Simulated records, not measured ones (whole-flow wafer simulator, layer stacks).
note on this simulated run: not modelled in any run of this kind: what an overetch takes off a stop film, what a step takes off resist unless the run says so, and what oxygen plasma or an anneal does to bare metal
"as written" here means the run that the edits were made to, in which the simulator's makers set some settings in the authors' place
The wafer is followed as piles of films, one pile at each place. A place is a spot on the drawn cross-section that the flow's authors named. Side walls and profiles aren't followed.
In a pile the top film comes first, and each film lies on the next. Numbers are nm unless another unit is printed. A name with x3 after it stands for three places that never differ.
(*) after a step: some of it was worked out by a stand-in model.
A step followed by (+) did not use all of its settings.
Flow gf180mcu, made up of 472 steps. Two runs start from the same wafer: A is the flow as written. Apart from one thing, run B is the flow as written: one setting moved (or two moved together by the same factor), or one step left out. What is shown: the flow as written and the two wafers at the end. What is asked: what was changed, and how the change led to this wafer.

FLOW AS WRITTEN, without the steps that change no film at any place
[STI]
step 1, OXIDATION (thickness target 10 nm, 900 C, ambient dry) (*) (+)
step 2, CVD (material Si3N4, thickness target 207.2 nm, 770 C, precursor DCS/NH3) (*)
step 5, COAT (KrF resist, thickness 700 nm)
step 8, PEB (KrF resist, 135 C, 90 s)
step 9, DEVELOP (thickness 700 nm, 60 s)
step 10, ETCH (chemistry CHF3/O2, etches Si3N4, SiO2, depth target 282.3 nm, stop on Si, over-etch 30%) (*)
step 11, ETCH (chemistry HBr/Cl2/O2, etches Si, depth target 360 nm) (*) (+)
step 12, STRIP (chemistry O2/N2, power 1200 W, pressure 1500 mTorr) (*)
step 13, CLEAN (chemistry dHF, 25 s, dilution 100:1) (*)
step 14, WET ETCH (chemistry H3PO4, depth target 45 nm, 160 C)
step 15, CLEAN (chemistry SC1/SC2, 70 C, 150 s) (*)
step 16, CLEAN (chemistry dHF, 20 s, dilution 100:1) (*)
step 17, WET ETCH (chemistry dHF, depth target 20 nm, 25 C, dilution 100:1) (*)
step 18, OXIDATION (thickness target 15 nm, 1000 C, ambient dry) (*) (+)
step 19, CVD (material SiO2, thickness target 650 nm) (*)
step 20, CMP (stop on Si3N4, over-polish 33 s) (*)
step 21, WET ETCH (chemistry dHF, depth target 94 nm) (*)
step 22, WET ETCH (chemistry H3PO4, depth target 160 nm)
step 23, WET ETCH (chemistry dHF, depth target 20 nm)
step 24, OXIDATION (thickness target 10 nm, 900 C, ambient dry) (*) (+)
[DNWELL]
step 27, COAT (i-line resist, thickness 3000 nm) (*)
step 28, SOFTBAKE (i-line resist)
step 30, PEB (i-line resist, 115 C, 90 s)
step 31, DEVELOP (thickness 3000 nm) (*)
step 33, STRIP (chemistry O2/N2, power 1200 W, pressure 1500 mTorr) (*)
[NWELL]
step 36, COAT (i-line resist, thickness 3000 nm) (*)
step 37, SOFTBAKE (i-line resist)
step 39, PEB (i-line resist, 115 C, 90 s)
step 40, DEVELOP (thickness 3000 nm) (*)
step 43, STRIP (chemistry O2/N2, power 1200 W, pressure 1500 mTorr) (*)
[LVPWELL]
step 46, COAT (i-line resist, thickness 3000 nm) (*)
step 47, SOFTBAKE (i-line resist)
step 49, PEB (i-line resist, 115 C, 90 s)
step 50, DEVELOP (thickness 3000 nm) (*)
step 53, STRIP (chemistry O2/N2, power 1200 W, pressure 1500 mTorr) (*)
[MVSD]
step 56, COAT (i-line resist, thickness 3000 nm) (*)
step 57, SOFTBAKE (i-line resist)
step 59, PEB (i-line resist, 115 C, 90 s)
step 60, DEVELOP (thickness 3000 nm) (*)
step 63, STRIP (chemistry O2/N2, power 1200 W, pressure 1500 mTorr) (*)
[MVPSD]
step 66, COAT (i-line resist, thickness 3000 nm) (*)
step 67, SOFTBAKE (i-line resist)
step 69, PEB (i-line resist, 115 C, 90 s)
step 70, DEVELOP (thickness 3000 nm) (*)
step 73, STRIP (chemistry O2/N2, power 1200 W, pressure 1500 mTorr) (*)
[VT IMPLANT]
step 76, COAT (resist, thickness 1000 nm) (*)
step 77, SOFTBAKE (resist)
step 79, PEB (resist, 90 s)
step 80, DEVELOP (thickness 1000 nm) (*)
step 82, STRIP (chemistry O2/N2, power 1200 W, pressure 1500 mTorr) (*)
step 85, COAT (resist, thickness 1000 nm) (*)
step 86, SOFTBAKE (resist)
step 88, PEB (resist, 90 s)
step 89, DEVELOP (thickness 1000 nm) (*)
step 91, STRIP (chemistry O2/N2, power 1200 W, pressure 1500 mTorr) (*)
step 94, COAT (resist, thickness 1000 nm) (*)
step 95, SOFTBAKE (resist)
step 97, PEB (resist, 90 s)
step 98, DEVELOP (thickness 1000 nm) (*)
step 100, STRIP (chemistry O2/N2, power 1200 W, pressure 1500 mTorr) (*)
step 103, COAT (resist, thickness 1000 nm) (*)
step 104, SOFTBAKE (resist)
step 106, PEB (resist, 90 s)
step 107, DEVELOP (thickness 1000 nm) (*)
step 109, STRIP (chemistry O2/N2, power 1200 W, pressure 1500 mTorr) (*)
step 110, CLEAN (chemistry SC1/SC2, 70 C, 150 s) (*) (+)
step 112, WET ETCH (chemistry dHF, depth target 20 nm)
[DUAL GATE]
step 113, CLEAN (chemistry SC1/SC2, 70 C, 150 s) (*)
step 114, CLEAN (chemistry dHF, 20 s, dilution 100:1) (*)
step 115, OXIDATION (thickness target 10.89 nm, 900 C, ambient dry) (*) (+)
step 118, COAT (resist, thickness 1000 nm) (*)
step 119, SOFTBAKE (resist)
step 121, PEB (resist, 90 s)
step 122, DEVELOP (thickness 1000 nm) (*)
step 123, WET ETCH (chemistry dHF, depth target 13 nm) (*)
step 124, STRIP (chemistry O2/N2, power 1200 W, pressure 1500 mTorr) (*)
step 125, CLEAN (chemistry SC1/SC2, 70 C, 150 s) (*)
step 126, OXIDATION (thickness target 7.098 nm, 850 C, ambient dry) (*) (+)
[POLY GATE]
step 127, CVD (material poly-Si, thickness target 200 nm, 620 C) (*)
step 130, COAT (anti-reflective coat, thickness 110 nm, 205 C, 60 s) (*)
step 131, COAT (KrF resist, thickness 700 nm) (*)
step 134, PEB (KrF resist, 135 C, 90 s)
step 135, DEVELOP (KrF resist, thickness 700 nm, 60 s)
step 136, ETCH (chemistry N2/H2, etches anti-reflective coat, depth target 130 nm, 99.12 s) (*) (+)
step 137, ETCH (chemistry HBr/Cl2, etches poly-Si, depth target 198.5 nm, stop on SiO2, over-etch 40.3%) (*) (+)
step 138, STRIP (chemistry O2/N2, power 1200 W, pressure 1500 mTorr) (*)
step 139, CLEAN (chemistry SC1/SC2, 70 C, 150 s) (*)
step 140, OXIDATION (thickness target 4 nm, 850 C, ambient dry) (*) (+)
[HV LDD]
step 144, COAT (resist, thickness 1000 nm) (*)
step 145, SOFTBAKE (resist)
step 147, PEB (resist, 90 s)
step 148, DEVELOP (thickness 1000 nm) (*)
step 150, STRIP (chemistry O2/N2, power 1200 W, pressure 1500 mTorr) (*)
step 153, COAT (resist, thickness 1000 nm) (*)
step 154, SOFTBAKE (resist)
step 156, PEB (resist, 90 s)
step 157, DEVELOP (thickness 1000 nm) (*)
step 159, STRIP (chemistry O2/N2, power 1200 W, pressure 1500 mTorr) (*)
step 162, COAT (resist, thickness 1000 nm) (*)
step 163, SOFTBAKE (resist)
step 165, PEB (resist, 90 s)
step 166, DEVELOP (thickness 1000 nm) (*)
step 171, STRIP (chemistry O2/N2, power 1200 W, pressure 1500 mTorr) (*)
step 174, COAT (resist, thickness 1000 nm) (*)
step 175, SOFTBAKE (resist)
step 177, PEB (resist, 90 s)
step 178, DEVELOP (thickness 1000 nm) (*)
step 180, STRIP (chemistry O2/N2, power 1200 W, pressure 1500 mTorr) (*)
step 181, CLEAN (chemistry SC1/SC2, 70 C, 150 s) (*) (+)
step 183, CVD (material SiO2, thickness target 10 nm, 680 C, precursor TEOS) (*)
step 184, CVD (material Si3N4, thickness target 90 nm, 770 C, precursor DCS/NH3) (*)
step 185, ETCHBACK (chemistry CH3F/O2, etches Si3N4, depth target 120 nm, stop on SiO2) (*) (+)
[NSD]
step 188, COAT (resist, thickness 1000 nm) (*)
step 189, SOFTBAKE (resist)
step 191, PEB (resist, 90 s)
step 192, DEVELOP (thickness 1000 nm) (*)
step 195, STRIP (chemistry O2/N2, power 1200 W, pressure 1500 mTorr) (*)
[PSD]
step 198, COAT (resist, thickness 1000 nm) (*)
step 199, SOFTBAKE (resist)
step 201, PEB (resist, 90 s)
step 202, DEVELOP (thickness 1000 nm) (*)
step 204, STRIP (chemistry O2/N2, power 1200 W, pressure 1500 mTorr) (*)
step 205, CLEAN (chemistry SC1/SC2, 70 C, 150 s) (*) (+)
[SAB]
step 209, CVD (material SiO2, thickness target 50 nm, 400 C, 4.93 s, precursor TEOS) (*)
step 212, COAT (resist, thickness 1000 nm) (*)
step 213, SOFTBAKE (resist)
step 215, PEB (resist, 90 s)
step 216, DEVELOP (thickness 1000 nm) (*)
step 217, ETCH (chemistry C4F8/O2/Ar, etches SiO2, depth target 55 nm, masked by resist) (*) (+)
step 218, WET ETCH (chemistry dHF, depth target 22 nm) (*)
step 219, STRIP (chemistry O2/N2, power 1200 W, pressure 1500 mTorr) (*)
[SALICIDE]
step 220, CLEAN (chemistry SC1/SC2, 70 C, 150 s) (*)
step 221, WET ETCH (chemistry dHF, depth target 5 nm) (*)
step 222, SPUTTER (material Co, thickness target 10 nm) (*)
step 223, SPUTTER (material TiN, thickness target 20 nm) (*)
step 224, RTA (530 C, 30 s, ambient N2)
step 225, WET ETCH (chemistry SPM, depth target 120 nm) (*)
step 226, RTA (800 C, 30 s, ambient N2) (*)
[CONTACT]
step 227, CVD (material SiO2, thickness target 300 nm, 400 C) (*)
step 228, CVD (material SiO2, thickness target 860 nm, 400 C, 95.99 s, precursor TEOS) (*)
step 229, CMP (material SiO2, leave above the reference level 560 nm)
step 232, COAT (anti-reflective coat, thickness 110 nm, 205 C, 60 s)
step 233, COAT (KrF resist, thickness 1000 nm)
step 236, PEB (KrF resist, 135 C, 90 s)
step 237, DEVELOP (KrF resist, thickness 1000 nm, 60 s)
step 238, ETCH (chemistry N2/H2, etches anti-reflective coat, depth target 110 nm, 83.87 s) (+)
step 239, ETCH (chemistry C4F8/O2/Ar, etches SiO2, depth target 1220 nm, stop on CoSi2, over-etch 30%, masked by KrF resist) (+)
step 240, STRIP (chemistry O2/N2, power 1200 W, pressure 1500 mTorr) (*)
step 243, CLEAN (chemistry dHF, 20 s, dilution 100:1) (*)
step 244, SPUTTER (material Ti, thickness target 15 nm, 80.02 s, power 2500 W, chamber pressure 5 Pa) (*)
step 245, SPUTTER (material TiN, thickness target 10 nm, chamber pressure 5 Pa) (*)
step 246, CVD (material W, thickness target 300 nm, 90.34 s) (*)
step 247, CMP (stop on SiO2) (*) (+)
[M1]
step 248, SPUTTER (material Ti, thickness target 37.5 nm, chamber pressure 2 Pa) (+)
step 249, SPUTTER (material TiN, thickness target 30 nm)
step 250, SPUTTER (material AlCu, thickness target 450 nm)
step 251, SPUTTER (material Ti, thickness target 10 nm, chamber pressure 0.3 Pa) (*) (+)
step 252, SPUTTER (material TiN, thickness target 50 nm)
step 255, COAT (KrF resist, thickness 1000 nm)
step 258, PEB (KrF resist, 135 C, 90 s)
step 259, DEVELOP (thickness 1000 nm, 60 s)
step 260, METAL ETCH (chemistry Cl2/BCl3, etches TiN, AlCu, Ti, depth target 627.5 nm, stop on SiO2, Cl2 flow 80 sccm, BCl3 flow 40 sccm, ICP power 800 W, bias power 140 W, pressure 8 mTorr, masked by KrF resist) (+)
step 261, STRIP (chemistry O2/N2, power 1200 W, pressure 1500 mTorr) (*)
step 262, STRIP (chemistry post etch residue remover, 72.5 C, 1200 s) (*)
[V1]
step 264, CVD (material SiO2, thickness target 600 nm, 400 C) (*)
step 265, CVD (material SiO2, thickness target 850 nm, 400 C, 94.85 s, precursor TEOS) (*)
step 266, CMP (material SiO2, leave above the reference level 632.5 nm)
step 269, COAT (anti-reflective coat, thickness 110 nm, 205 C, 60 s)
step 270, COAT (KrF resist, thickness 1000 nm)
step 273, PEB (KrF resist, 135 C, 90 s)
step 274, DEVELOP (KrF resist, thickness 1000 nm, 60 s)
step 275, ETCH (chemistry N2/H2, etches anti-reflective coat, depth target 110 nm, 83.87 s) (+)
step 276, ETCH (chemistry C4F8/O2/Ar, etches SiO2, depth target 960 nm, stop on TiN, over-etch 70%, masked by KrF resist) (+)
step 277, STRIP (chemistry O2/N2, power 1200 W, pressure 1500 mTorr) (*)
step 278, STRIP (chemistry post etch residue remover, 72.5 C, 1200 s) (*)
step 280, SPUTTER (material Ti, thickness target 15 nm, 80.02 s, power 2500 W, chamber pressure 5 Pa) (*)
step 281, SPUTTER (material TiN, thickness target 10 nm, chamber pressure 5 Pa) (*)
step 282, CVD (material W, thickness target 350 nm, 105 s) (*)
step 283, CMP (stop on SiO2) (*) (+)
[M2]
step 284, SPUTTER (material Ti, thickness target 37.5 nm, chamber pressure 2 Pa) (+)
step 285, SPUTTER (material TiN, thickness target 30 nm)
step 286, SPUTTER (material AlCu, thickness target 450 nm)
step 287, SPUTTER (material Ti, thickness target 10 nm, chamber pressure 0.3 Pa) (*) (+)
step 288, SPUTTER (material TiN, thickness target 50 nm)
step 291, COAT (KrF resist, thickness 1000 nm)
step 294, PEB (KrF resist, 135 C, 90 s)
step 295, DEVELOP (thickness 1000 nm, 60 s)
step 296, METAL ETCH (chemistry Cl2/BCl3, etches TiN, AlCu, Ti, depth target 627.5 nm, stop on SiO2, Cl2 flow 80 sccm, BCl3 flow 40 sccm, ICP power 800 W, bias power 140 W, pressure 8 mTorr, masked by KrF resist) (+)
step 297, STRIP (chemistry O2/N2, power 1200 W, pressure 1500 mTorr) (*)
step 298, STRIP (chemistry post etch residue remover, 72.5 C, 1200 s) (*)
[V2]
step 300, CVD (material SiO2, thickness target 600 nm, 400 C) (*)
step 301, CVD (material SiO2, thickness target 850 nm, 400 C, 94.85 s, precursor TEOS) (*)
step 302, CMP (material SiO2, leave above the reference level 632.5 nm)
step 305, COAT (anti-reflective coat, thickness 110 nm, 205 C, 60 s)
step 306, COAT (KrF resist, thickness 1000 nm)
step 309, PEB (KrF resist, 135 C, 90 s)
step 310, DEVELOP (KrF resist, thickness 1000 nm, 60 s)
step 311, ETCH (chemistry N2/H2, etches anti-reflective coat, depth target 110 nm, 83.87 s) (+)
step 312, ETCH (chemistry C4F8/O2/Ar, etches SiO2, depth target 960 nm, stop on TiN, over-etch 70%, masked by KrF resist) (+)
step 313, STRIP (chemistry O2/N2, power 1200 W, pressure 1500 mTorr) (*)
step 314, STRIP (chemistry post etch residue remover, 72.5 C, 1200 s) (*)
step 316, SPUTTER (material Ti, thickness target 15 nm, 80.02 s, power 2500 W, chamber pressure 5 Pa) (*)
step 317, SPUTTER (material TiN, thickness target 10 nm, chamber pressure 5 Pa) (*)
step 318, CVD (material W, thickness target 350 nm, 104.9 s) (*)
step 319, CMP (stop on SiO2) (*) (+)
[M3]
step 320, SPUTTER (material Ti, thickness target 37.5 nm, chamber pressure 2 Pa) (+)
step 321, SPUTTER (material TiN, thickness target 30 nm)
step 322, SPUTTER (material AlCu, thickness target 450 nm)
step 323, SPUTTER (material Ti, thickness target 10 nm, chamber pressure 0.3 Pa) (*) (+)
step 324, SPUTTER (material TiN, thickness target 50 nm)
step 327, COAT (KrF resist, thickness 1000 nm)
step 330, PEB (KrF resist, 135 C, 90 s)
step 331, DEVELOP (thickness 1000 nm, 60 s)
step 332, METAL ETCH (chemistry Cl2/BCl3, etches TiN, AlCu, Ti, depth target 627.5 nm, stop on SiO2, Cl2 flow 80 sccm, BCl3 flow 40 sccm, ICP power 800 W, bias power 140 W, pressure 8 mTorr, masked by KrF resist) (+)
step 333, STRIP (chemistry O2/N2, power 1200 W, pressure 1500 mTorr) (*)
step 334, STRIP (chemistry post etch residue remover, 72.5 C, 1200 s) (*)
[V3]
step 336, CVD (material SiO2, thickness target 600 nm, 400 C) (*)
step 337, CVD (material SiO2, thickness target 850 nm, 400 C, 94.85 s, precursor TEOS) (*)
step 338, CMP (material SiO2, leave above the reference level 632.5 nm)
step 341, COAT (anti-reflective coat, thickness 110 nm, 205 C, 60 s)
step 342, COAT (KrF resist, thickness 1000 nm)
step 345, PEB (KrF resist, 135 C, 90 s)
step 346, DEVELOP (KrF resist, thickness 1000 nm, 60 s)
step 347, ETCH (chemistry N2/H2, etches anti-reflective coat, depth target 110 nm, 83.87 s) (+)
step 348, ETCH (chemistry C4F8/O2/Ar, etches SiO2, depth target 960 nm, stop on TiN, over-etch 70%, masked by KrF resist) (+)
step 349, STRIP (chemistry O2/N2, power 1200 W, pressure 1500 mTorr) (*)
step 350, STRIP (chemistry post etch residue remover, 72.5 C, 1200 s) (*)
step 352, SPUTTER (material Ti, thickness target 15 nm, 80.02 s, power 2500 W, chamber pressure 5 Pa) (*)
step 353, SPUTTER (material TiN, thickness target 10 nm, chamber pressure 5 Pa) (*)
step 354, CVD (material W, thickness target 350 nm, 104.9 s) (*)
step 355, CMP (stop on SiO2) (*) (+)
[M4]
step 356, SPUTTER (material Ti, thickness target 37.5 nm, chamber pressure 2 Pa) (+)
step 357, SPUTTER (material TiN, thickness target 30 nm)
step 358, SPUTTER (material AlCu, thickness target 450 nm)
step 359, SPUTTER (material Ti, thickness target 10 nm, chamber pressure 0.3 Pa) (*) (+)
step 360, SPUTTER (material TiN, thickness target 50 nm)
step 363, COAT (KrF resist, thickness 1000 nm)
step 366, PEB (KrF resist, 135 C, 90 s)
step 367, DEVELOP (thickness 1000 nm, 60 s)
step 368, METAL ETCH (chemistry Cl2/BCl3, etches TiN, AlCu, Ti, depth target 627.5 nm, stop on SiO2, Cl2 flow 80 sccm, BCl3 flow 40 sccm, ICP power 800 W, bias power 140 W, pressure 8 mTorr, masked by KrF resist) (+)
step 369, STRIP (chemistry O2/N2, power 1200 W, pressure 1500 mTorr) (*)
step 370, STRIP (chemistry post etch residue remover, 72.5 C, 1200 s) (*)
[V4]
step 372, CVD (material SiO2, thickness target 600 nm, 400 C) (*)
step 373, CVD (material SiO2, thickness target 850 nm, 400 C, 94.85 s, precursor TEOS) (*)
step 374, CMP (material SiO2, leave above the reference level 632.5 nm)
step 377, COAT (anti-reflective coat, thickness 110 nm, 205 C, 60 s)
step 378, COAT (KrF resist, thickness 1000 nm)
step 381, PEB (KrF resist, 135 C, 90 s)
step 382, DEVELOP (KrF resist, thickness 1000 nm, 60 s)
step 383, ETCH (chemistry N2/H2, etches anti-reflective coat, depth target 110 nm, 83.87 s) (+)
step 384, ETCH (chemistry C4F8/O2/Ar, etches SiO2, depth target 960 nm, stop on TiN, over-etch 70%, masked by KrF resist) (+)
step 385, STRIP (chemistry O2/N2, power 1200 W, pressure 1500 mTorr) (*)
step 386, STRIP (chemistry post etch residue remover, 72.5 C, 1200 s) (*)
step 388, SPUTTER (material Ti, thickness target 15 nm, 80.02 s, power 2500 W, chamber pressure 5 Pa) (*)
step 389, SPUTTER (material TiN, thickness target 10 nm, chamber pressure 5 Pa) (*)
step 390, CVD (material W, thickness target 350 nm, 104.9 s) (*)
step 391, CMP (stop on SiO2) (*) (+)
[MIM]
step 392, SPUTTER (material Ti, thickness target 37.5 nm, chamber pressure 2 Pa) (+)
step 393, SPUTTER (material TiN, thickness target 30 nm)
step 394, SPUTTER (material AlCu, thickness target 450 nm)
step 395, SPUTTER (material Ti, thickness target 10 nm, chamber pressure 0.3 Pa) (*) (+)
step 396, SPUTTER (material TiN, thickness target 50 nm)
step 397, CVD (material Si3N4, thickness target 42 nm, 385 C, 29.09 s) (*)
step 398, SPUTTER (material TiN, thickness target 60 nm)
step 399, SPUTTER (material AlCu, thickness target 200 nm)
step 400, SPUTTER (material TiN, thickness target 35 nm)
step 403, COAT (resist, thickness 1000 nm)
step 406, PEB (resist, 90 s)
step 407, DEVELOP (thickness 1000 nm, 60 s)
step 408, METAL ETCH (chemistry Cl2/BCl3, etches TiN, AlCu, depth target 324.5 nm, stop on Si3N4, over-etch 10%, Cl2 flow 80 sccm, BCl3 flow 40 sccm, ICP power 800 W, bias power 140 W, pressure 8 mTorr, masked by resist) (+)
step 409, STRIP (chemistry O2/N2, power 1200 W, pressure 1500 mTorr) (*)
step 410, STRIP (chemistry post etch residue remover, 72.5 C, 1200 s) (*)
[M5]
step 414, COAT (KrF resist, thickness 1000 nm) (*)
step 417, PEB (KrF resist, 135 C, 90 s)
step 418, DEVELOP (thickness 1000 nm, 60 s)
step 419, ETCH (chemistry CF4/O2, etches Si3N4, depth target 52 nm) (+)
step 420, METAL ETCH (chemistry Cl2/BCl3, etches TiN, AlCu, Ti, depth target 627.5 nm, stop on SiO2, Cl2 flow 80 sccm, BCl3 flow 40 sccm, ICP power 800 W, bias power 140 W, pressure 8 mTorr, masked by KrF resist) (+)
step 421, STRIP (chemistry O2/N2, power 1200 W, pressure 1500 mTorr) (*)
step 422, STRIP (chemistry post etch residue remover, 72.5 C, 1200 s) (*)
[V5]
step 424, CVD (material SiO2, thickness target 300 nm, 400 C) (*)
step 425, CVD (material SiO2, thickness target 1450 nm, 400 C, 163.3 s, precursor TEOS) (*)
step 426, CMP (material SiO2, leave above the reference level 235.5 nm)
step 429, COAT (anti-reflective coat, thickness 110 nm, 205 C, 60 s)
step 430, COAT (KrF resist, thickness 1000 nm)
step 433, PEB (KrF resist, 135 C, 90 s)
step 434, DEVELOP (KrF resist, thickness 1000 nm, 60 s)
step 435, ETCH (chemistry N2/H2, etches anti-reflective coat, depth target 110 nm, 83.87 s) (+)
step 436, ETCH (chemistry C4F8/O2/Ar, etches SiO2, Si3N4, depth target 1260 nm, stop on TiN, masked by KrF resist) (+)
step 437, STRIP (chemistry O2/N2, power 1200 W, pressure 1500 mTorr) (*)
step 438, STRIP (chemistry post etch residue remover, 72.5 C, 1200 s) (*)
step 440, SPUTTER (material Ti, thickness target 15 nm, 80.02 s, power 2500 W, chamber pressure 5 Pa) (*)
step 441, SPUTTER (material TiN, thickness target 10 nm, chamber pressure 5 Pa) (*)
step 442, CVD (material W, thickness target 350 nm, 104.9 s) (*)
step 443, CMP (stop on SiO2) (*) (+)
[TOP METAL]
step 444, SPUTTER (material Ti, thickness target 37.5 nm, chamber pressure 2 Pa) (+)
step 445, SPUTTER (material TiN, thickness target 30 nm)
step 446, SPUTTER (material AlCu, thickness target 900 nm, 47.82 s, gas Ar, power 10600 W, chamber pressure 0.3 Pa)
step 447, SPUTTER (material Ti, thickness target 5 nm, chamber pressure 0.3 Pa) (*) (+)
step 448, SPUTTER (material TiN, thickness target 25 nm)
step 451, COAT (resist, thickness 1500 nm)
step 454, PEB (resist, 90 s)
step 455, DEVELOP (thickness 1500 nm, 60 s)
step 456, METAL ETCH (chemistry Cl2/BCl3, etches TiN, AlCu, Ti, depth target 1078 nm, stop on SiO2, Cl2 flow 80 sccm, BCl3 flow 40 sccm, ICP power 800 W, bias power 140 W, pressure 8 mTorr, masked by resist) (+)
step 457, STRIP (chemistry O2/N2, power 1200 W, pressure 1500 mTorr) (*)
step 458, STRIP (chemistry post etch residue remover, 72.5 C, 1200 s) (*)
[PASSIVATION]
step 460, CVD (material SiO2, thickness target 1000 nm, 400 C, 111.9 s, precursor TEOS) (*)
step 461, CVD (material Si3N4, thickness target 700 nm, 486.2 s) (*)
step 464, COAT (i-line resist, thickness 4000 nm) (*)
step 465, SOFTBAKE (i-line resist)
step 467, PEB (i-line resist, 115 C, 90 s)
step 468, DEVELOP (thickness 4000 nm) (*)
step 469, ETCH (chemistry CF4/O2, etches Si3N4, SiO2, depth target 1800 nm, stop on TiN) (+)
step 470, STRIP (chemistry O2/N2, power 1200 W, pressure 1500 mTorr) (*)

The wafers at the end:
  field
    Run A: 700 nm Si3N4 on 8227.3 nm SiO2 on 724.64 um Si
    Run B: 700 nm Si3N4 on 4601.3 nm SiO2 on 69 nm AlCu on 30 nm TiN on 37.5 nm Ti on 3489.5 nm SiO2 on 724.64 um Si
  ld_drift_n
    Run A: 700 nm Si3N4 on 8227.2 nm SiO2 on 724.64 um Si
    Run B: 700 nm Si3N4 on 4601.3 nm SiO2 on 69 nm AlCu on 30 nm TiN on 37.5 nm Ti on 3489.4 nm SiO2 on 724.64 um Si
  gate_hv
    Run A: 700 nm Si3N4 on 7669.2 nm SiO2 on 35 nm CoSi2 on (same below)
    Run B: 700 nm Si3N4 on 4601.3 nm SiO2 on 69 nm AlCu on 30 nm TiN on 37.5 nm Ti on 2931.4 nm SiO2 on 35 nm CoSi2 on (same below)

The reason: step 332, METAL ETCH: depth target 435.3 nm was run, while the flow as written has depth target 627.5 nm.

Step by step, how the change led to this:
  step 332, METAL ETCH (chemistry Cl2/BCl3, etches TiN, AlCu, Ti, depth target 627.5 nm, stop on SiO2, Cl2 flow 80 sccm, BCl3 flow 40 sccm, ICP power 800 W, bias power 140 W, pressure 8 mTorr, masked by KrF resist) (+)
      field, field__w1, field__w2 and 103 more: A TiN loses 50 (all of it), Ti loses 10 (all of it), AlCu loses 450 (all of it), TiN loses 30 (all of it), Ti loses 37.5 (all of it) | B TiN loses 50 (all of it), Ti loses 10 (all of it), AlCu loses 375.3
      field__w8, contact, m1, m1__w1, m1_nw: A KrF resist loses 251 | B KrF resist loses 174.1
  step 333, STRIP (chemistry O2/N2, power 1200 W, pressure 1500 mTorr) (*)
      field__w8, contact, m1, m1__w1, m1_nw: A KrF resist loses 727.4 (all of it) | B KrF resist loses 804.3 (all of it)
  step 334, STRIP (chemistry post etch residue remover, 72.5 C, 1200 s) (*)
      field, field__w1, field__w2 and 103 more: A nothing | B AlCu loses 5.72
  step 336, CVD (material SiO2, thickness target 600 nm, 400 C) (*)
      field, field__w1, field__w2 and 103 more: A SiO2 gains 600 | B SiO2 gains 600 (new film)
  step 338, CMP (material SiO2, leave above the reference level 632.5 nm)
      field, field__w1, field__w2 and 103 more: A SiO2 loses 300 | B SiO2 loses 436.5
Taking metal films that touch as one body, field has 1 body; the flow as written gives 0 bodies.
Taking metal films that touch as one body, ld_drift_n has 1 body; the flow as written gives 0 bodies.
Taking metal films that touch as one body, gate_hv has 2 bodies (between them, from the top down: SiO2 2931.4); the flow as written gives 1 body.
